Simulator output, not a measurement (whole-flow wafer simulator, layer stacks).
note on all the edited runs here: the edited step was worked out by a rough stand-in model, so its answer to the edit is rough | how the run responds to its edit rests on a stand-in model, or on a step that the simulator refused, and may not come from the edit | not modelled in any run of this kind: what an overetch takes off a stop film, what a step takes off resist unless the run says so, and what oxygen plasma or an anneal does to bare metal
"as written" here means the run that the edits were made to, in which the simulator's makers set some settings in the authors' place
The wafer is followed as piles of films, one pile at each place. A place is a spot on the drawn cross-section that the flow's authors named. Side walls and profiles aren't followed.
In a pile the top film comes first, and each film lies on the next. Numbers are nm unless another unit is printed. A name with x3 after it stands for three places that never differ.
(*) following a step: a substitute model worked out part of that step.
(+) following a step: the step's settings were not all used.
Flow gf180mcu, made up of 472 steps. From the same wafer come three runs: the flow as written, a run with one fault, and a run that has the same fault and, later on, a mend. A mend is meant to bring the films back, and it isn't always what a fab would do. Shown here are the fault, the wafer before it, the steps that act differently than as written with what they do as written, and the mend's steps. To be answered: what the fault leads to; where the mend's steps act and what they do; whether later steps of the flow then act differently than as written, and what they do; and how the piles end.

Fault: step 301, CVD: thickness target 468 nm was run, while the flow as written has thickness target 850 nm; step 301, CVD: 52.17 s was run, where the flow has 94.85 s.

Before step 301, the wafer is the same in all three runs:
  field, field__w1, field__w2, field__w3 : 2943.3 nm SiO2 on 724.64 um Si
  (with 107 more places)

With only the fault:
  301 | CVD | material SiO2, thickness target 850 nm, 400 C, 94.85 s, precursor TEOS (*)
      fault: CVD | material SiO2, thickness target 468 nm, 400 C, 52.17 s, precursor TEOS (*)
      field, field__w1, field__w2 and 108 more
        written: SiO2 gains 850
        fault: SiO2 gains 475.7
  Later steps of the flow acting differently than as written (not shown: 4 more steps that differ only slightly, by at most 2% or 0.5 nm, whichever is larger):
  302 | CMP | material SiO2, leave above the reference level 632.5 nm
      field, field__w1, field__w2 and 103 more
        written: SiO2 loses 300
        fault: nothing
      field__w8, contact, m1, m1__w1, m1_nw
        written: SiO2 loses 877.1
        fault: SiO2 loses 502.8
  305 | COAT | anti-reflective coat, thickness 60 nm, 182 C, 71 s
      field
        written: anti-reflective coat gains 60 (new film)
        fault: anti-reflective coat gains 89.8 (new film)
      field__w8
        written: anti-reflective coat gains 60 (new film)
        fault: anti-reflective coat gains 22.5 (new film)
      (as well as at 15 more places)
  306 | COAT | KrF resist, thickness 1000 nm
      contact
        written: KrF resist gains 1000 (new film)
        fault: KrF resist gains 972.3 (new film)
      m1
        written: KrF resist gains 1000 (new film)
        fault: KrF resist gains 968.5 (new film)
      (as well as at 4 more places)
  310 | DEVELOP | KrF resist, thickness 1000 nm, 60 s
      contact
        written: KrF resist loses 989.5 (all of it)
        fault: KrF resist loses 962 (all of it)
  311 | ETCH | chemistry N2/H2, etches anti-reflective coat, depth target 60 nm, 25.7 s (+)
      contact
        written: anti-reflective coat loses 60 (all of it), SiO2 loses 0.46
        fault: anti-reflective coat loses 26.4 (all of it), SiO2 loses 1.32
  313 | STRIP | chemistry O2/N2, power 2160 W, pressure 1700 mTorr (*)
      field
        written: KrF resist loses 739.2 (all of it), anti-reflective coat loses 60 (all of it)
        fault: KrF resist loses 725.7 (all of it), anti-reflective coat loses 89.8 (all of it)
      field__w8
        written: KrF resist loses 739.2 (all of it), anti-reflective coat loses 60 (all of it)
        fault: KrF resist loses 730.2 (all of it), anti-reflective coat loses 22.5 (all of it)
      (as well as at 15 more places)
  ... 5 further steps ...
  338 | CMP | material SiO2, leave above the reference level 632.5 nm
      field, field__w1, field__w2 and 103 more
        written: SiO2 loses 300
        fault: SiO2 loses 287.7
  By the end, the piles at field, field__w1, field__w2 and 109 more depart from the flow's by more than 2% or 0.5 nm, whichever is larger.
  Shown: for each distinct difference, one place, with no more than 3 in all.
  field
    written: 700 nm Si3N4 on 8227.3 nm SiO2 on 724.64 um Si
    fault: 700 nm Si3N4 on 4750.1 nm SiO2 on 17 nm W on 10 nm TiN on 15 nm Ti on 3419 nm SiO2 on 724.64 um Si
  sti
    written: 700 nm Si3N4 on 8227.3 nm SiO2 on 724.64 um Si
    fault: 700 nm Si3N4 on 4750.1 nm SiO2 on 17 nm W on 10 nm TiN on 15 nm Ti on 3418.9 nm SiO2 on 724.64 um Si
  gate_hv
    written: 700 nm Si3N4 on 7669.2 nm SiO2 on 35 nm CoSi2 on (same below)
    fault: 700 nm Si3N4 on 4750.1 nm SiO2 on 17 nm W on 10 nm TiN on 15 nm Ti on 2860.8 nm SiO2 on 35 nm CoSi2 on (same below)

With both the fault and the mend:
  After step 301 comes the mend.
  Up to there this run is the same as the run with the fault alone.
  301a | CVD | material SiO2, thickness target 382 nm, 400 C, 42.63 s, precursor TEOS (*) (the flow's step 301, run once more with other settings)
      field, field__w1, field__w2 and 108 more
        SiO2 gains 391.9
  Later steps of the flow acting differently than as written:
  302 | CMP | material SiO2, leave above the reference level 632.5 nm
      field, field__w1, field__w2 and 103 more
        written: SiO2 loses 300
        mend: SiO2 loses 317.6
  The piles end the same as the flow's at every place that both follow.
